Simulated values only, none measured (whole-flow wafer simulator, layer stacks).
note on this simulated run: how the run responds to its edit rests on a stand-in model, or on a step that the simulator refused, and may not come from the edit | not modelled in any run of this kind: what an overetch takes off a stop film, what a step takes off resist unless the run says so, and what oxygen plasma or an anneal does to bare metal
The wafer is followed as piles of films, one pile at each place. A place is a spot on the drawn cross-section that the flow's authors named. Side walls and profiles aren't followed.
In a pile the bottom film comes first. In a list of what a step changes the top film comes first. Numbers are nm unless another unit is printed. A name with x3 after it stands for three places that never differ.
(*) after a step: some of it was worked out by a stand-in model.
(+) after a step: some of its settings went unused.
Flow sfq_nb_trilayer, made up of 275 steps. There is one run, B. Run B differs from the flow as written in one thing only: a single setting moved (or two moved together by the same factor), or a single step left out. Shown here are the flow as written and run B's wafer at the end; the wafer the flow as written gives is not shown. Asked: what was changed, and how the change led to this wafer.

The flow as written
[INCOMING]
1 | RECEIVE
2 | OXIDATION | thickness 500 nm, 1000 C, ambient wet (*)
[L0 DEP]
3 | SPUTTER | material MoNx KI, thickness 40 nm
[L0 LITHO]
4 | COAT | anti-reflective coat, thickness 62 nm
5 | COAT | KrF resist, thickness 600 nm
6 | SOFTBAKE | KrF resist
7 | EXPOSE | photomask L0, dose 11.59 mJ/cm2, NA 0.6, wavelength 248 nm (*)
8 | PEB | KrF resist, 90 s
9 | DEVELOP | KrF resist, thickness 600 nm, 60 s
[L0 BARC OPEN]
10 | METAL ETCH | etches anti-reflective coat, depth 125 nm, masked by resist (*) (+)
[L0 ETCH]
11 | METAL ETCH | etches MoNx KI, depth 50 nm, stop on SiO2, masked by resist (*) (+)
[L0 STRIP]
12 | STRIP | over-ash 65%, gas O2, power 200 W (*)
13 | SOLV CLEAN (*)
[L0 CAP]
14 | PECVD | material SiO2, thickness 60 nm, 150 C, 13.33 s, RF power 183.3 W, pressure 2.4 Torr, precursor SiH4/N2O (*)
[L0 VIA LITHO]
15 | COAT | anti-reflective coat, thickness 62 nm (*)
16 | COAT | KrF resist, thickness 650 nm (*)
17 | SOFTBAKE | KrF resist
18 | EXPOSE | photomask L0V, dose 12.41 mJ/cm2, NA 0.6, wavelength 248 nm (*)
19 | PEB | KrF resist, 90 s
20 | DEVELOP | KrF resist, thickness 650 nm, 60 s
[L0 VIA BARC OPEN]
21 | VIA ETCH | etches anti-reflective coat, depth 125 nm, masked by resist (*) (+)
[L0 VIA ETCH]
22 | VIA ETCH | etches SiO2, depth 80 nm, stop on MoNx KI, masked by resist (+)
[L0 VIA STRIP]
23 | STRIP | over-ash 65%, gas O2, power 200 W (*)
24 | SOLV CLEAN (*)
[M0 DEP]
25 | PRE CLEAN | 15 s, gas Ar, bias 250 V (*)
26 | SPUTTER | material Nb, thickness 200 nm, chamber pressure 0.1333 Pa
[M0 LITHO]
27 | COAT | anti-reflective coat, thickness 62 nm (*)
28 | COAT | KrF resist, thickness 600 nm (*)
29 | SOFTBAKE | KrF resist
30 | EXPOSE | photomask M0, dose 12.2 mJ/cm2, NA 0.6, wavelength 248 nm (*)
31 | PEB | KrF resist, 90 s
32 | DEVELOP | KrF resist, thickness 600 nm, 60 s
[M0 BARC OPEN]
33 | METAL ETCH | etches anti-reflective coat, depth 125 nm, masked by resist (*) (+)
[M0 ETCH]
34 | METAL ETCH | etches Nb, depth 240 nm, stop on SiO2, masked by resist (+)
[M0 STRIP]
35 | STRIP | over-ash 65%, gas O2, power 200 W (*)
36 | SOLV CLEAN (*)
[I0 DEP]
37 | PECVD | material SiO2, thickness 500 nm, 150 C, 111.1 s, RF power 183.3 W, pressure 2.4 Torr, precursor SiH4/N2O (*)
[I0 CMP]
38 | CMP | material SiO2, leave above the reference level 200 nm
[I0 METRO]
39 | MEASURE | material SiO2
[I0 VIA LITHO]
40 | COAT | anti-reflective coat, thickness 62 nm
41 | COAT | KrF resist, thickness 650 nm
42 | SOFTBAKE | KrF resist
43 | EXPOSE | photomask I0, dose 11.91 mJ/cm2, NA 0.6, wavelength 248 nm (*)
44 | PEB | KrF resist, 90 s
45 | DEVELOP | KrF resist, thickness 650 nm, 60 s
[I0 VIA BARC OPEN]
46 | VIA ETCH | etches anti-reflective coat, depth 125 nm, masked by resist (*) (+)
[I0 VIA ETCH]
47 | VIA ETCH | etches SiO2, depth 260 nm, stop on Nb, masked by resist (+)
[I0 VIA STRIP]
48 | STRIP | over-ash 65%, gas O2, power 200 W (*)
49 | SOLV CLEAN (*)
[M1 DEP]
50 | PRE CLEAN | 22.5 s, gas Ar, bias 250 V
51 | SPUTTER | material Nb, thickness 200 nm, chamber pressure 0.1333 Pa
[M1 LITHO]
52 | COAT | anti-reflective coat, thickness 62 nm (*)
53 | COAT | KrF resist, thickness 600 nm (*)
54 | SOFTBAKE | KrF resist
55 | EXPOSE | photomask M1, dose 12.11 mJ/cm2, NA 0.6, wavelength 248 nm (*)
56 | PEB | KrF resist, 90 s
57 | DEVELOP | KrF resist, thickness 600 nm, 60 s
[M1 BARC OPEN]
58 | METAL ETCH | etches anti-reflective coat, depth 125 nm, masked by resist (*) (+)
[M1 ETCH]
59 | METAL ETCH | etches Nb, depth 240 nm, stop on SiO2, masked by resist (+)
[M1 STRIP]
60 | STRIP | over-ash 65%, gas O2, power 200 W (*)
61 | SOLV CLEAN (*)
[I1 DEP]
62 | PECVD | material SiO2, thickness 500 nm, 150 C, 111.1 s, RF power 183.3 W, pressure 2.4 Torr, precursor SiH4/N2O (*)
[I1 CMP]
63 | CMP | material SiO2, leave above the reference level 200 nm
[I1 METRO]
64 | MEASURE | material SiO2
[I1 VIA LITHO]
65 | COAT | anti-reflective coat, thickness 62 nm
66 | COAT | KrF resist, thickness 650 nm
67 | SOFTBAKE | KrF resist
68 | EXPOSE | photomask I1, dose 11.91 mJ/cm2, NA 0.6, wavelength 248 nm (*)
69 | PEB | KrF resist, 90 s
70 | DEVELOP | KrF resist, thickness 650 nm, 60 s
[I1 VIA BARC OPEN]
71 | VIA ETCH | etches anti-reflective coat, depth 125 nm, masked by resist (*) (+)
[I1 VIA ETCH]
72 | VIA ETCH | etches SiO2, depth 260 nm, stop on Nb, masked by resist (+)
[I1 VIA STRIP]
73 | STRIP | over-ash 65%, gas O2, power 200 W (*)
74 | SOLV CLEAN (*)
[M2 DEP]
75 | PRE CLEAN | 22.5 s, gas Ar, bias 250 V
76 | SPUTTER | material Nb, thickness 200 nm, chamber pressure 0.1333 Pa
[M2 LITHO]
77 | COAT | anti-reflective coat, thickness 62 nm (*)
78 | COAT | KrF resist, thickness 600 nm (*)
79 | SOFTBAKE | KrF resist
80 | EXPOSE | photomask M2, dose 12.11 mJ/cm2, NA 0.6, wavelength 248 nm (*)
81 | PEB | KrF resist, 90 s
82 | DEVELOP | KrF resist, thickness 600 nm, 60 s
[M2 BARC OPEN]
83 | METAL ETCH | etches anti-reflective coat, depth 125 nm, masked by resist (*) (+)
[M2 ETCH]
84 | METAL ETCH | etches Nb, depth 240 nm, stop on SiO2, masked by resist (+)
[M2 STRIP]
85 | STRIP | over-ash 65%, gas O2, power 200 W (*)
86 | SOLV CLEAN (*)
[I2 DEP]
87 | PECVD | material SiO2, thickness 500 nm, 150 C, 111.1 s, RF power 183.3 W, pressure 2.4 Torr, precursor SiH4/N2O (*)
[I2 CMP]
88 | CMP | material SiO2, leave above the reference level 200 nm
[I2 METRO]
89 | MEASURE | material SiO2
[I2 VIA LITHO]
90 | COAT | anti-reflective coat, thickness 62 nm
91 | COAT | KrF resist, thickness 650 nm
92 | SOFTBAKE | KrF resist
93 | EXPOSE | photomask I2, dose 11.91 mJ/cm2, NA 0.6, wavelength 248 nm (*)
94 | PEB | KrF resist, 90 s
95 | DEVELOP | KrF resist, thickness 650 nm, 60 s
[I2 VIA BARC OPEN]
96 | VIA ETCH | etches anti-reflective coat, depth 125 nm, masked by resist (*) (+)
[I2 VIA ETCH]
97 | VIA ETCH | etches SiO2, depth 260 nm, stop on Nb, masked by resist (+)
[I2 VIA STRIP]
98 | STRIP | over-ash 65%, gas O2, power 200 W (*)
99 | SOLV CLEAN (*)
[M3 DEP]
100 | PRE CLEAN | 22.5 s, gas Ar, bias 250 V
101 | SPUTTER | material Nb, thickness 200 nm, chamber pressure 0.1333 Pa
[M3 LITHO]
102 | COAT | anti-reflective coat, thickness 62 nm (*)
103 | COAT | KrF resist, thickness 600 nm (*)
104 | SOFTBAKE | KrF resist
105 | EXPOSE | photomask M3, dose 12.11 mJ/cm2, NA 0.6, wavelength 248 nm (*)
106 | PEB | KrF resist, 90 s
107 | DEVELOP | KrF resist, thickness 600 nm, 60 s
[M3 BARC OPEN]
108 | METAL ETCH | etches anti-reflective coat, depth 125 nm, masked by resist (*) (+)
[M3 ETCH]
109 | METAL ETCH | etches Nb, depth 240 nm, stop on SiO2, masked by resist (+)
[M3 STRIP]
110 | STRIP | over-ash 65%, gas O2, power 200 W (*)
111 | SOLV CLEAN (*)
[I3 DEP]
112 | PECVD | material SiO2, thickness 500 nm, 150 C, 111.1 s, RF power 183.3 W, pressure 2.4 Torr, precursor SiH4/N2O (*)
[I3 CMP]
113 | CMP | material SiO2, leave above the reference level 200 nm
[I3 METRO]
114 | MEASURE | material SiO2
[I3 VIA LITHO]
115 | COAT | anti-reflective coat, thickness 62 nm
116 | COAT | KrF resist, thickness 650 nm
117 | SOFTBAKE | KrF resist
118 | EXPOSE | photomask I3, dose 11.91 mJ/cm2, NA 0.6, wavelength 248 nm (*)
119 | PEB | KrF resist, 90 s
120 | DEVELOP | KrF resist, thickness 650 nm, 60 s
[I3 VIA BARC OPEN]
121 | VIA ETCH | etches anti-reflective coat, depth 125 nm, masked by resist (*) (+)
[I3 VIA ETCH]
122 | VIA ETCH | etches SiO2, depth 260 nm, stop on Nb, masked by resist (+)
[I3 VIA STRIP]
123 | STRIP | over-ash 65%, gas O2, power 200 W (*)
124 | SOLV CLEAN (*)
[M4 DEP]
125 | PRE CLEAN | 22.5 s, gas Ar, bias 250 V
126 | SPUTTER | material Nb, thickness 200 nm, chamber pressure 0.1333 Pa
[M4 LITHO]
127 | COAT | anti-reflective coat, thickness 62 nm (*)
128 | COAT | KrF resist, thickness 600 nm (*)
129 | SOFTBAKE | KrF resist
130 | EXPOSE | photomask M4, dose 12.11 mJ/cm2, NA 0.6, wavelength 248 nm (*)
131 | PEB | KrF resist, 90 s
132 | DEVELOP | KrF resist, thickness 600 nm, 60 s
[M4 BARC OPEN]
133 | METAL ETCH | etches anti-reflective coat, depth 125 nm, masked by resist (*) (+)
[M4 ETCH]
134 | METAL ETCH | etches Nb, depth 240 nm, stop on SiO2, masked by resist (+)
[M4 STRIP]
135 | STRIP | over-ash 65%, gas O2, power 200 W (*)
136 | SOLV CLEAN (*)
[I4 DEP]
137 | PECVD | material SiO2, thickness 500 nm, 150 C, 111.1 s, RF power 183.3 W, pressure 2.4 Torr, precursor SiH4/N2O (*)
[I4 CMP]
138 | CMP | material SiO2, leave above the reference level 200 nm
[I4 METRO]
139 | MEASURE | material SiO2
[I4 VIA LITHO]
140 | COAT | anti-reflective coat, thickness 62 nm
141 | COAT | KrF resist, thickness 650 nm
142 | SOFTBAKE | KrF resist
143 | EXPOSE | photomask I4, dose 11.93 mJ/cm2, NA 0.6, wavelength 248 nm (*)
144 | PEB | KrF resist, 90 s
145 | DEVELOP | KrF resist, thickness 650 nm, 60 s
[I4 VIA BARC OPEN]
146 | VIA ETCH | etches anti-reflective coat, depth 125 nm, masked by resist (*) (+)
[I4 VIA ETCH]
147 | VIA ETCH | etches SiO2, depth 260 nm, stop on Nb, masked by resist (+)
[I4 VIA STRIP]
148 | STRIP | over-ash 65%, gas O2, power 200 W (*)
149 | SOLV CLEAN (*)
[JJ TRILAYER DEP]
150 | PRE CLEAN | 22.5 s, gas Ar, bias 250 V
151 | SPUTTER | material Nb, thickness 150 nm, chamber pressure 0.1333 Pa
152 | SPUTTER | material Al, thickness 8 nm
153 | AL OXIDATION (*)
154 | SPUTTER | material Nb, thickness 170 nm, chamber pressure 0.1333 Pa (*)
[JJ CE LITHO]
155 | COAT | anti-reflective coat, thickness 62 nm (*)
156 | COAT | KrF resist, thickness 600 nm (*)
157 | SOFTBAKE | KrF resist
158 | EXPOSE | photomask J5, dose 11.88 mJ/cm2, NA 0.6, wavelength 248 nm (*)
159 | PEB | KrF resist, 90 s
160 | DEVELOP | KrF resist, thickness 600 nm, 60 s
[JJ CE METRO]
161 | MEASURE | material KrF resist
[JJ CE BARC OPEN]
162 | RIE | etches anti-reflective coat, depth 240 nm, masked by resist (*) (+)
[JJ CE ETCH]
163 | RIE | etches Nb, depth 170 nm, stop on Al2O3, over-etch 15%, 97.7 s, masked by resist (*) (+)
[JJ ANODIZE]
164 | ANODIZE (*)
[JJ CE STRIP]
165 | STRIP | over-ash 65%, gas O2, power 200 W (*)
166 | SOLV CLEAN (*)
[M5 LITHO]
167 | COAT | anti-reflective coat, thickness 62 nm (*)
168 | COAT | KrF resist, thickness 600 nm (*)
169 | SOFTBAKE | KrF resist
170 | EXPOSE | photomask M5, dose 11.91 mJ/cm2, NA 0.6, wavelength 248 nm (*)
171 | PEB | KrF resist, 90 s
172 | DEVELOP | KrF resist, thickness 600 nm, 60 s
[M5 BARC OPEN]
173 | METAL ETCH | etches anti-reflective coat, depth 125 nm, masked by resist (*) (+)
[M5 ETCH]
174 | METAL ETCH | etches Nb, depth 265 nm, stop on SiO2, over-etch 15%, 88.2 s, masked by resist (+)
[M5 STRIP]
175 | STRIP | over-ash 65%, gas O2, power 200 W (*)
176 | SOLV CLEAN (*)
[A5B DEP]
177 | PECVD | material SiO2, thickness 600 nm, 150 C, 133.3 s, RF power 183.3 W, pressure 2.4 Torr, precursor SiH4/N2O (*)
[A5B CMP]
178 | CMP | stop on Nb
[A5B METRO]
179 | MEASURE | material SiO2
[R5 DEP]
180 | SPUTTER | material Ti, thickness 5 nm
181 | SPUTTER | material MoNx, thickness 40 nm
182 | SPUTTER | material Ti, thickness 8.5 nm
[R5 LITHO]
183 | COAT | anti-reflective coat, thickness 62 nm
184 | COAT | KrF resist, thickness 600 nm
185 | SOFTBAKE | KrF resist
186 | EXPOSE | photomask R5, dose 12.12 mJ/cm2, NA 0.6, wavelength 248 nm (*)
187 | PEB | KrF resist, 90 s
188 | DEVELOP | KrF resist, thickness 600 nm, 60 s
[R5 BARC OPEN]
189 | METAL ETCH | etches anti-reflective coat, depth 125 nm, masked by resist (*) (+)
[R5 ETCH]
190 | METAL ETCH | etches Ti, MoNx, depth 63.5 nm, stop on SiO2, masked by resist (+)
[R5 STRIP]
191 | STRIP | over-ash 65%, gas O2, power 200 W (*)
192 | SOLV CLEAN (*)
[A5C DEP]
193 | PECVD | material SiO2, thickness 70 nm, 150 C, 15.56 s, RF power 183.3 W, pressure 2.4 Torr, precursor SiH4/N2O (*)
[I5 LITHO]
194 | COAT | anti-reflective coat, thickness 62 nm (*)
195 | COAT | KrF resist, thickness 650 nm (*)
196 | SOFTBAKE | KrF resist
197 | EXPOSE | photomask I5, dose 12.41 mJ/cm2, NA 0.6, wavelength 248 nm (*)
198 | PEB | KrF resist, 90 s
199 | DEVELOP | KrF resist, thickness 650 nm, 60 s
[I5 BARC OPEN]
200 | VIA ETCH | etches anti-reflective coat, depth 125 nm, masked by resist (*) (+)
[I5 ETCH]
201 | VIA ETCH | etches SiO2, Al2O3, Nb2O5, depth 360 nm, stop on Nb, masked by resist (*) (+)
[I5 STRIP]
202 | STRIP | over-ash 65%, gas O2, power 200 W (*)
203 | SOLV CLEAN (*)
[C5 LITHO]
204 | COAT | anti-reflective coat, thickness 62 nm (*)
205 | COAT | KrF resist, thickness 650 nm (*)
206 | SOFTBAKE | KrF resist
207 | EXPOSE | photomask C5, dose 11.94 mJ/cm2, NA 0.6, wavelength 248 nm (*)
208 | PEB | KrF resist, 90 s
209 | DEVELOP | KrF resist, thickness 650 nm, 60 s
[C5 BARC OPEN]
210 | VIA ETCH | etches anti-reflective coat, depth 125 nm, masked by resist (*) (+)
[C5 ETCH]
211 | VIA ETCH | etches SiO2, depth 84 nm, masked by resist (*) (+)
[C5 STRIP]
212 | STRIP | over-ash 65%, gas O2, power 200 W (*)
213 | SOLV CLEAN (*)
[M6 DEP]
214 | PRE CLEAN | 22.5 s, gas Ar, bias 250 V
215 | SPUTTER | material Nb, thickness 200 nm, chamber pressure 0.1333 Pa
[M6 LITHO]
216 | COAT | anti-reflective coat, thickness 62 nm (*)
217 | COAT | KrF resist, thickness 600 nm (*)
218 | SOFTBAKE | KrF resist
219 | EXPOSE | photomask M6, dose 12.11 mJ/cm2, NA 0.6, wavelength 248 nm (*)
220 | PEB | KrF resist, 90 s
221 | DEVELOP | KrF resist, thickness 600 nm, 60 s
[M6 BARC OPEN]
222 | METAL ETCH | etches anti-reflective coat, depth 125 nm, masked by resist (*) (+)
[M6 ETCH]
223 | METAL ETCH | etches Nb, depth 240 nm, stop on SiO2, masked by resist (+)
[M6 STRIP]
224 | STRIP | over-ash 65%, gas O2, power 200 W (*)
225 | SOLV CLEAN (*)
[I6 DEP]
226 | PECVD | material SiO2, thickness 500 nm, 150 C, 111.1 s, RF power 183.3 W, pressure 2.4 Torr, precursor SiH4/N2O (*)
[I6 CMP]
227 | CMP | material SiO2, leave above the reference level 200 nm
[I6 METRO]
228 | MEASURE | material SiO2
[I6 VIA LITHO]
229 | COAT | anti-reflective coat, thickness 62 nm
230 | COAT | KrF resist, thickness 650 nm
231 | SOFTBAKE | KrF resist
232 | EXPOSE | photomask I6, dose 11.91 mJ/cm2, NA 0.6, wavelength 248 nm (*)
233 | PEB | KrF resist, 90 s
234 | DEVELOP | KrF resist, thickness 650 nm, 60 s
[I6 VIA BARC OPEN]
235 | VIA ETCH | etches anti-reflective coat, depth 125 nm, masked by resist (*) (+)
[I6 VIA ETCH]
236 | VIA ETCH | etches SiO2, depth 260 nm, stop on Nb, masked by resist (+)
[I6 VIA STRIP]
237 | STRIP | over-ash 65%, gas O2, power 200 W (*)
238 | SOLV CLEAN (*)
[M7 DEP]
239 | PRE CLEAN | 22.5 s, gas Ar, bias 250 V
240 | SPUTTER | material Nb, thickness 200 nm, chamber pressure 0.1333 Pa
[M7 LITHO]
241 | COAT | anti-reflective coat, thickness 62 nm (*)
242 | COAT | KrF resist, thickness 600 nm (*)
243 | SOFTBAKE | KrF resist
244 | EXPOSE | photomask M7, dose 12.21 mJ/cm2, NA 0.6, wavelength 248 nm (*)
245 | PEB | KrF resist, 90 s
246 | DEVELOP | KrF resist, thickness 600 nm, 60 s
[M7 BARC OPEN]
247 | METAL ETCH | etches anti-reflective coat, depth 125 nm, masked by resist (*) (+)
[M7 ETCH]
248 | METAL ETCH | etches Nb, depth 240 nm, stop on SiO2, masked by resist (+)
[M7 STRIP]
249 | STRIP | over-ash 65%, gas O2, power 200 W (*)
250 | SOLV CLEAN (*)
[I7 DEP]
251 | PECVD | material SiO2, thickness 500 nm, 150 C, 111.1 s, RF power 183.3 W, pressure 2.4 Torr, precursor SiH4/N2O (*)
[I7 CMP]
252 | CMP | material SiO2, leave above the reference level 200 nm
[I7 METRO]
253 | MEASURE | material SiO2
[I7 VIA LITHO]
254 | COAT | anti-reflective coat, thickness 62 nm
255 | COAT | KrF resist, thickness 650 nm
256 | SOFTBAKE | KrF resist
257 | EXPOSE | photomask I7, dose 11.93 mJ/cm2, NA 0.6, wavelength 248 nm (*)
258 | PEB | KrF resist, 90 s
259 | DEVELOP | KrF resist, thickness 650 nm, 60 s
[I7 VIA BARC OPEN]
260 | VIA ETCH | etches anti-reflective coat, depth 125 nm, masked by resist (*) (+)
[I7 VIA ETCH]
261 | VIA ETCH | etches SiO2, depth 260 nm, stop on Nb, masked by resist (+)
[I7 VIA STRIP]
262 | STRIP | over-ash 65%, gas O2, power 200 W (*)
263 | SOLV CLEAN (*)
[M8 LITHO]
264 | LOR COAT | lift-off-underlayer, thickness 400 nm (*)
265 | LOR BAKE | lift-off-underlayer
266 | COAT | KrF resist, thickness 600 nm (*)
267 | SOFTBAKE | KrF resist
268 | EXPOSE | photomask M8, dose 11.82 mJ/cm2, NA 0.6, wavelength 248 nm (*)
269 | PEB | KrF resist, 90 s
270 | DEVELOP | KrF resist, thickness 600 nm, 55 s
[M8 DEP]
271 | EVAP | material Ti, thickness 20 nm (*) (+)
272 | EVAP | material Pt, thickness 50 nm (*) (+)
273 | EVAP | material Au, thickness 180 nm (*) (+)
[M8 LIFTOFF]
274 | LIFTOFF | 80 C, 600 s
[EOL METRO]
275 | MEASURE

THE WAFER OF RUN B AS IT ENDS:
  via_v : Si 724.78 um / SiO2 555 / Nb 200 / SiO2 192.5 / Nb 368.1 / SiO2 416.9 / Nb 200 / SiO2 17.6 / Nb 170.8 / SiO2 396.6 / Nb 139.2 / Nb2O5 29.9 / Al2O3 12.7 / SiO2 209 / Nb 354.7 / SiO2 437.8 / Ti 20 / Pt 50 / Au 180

The reason: step 122, VIA ETCH: depth 174.7 nm was run, whereas the flow has depth 260 nm.

Step by step, how the change led to this:
  122 | VIA ETCH | etches SiO2, depth 260 nm, stop on Nb, masked by resist (+)
      via_v: SiO2 loses 174.7 (as written it would have been: SiO2 loses 199.8 (all of it))
      field_l, v_sur, via_wl and 102 more: KrF resist loses 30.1 (as written it would have been: KrF resist loses 44.8)
  123 | STRIP | over-ash 65%, gas O2, power 200 W (*)
      field_l, v_sur, via_wl and 102 more: KrF resist loses 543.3 (all of it), anti-reflective coat loses 62 (all of it) (as written it would have been: KrF resist loses 528.6 (all of it), anti-reflective coat loses 62 (all of it))
  125 | PRE CLEAN | 22.5 s, gas Ar, bias 250 V
      via_v: SiO2 loses 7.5 (as written it would have been: Nb loses 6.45)
  126 | SPUTTER | material Nb, thickness 200 nm, chamber pressure 0.1333 Pa
      via_v: Nb gains 170.8 (new film) (as written it would have been: Nb gains 165.5)
  127 | COAT | anti-reflective coat, thickness 62 nm (*)
      via_v: anti-reflective coat gains 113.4 (new film) (as written it would have been: anti-reflective coat gains 124.8 (new film))
      wire: anti-reflective coat gains 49 (new film) (as written it would have been: anti-reflective coat gains 50.2 (new film))
  128 | COAT | KrF resist, thickness 600 nm (*)
      via_v: KrF resist gains 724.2 (new film) (as written it would have been: KrF resist gains 739.8 (new film))
  135 | STRIP | over-ash 65%, gas O2, power 200 W (*)
      via_v: KrF resist loses 506.3 (all of it), anti-reflective coat loses 113.4 (all of it) (as written it would have been: KrF resist loses 521.8 (all of it), anti-reflective coat loses 124.8 (all of it))
      wire: KrF resist loses 376.9 (all of it), anti-reflective coat loses 49 (all of it) (as written it would have been: KrF resist loses 374.5 (all of it), anti-reflective coat loses 50.2 (all of it))
  137 | PECVD | material SiO2, thickness 500 nm, 150 C, 111.1 s, RF power 183.3 W, pressure 2.4 Torr, precursor SiH4/N2O (*)
      via_v: SiO2 gains 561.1 (new film) (as written it would have been: SiO2 gains 615 (new film))
  138 | CMP | material SiO2, leave above the reference level 200 nm
      via_v: SiO2 loses 157.1 (as written it would have been: SiO2 loses 181.6)
If metal films that touch count as one body, via_v has 7 bodies (between them, from the top down: SiO2 437.8; SiO2 209 / Al2O3 12.7 / Nb2O5 29.9; SiO2 396.6; SiO2 17.6; SiO2 416.9; SiO2 192.5); the flow as written gives 6 bodies (between them, from the top down: SiO2 437.8; SiO2 209 / Al2O3 12.7 / Nb2O5 29.9; SiO2 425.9; SiO2 416.9; SiO2 192.5).
